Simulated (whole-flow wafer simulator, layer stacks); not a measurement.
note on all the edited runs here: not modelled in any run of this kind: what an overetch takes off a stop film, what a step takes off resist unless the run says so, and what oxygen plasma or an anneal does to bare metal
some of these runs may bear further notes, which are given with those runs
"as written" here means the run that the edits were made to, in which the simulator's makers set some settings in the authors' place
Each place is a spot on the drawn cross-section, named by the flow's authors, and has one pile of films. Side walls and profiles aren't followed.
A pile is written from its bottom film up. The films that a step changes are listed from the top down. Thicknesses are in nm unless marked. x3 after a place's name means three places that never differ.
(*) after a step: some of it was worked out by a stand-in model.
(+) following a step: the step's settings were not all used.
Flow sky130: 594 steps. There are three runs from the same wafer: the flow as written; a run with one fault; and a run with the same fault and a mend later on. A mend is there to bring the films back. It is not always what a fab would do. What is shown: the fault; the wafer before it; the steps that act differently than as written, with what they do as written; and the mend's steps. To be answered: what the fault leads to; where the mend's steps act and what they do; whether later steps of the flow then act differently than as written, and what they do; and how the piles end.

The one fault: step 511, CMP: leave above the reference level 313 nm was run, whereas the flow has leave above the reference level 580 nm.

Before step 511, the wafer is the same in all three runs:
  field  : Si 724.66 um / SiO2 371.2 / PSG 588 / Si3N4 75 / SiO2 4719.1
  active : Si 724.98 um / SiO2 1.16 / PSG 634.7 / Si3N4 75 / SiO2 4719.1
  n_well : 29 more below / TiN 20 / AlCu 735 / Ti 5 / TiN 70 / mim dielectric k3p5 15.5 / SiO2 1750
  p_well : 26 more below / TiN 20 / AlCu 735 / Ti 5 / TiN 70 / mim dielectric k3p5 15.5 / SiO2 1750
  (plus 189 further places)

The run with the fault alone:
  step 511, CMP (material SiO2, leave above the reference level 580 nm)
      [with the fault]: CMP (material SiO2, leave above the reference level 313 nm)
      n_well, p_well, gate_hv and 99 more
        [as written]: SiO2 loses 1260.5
        [with the fault]: SiO2 loses 1527.5
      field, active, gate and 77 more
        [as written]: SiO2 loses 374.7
        [with the fault]: SiO2 loses 641.7
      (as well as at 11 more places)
  Steps later in the flow that act otherwise than as written:
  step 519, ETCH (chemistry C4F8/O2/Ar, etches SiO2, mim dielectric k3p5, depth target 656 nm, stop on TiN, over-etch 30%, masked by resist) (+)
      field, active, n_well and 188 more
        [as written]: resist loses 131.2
        [with the fault]: resist loses 62
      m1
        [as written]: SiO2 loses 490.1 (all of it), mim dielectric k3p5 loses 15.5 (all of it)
        [with the fault]: SiO2 loses 223.1 (all of it), mim dielectric k3p5 loses 15.5 (all of it)
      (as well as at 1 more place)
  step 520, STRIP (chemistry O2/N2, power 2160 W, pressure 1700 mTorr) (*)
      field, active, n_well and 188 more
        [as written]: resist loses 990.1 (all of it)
        [with the fault]: resist loses 1059.2 (all of it)
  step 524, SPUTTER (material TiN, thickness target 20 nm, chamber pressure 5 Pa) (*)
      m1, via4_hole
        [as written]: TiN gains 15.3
        [with the fault]: TiN gains 17.4
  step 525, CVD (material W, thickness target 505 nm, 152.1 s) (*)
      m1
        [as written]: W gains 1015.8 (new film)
        [with the fault]: W gains 549.9 (new film)
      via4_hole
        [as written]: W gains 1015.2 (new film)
        [with the fault]: W gains 551.1 (new film)
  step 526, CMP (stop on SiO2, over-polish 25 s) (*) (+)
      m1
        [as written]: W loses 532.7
        [with the fault]: W loses 335.9
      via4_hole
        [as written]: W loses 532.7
        [with the fault]: W loses 337.7
  At field, active, n_well and 190 more, the piles at the end differ from the flow's by more than 2% or 0.5 nm, whichever is larger.
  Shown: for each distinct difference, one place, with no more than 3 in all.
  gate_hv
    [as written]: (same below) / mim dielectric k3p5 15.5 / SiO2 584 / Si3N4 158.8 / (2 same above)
    [with the fault]: (same below) / mim dielectric k3p5 15.5 / SiO2 317 / Si3N4 158.8 / (2 same above)
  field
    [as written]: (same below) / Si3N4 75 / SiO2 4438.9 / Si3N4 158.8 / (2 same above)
    [with the fault]: (same below) / Si3N4 75 / SiO2 4171.9 / Si3N4 158.8 / (2 same above)
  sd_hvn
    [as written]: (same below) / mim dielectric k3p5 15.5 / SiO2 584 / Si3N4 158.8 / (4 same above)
    [with the fault]: (same below) / mim dielectric k3p5 15.5 / SiO2 317 / Si3N4 158.8 / (4 same above)

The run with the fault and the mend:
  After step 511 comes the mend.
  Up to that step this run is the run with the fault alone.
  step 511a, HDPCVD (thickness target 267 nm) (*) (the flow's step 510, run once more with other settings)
      field, active, n_well and 190 more
        SiO2 gains 267
  Every later step of the flow that is run acts as written at every place that is followed.
  At every place that both follow, the piles at the end match the flow's.
